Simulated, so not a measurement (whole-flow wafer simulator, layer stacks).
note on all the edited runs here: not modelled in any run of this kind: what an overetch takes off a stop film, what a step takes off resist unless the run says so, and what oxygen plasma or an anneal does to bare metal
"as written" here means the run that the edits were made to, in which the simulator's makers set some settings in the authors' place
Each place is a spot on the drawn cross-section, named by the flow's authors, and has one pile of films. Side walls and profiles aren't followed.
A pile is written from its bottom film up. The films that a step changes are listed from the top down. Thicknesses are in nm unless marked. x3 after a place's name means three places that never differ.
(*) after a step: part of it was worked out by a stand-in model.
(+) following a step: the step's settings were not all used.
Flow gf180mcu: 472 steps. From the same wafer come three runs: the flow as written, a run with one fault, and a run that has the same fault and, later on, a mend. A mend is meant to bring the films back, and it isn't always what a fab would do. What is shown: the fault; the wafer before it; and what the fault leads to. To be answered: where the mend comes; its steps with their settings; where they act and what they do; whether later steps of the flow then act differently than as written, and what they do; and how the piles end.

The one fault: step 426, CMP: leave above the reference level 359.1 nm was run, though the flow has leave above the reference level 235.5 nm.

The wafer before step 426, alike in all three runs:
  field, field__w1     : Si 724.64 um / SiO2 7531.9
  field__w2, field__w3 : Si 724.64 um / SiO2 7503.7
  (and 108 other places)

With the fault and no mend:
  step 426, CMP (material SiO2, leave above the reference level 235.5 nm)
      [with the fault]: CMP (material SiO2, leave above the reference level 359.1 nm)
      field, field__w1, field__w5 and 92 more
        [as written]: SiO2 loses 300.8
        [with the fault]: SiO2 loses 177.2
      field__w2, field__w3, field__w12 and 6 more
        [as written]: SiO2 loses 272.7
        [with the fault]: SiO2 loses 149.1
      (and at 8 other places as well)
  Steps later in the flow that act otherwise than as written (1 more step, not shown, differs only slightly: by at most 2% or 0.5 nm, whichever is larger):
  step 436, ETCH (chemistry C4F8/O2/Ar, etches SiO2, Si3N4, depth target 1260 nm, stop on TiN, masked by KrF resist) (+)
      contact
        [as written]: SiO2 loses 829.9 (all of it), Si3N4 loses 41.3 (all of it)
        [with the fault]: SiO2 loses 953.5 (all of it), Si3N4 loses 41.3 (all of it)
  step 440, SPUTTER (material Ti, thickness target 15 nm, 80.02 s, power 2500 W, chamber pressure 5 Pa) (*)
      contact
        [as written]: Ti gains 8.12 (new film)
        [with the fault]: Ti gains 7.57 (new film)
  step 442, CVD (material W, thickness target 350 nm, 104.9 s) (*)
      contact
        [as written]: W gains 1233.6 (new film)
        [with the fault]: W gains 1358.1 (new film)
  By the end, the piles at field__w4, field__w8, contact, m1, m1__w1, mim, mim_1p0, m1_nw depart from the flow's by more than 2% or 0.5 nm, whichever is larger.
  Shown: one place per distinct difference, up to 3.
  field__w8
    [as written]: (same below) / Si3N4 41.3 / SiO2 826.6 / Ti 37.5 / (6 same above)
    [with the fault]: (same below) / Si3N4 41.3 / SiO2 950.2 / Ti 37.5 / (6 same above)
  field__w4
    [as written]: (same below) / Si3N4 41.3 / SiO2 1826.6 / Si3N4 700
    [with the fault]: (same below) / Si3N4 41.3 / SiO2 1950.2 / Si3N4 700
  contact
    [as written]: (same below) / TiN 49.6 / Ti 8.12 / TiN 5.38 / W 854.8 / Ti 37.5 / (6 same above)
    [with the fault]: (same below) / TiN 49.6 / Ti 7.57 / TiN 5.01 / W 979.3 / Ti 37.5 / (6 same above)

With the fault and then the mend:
  The mend stands after step 426.
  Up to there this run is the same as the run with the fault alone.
  step 426a, CMP (material SiO2, leave above the reference level 235.5 nm) (a further turn of the flow's step 426)
      field, field__w1, field__w2 and 109 more
        SiO2 loses 123.6
  Later steps of the flow that are run all act as written at every place that is followed.
  The piles end the same as the flow's at every place that both follow.
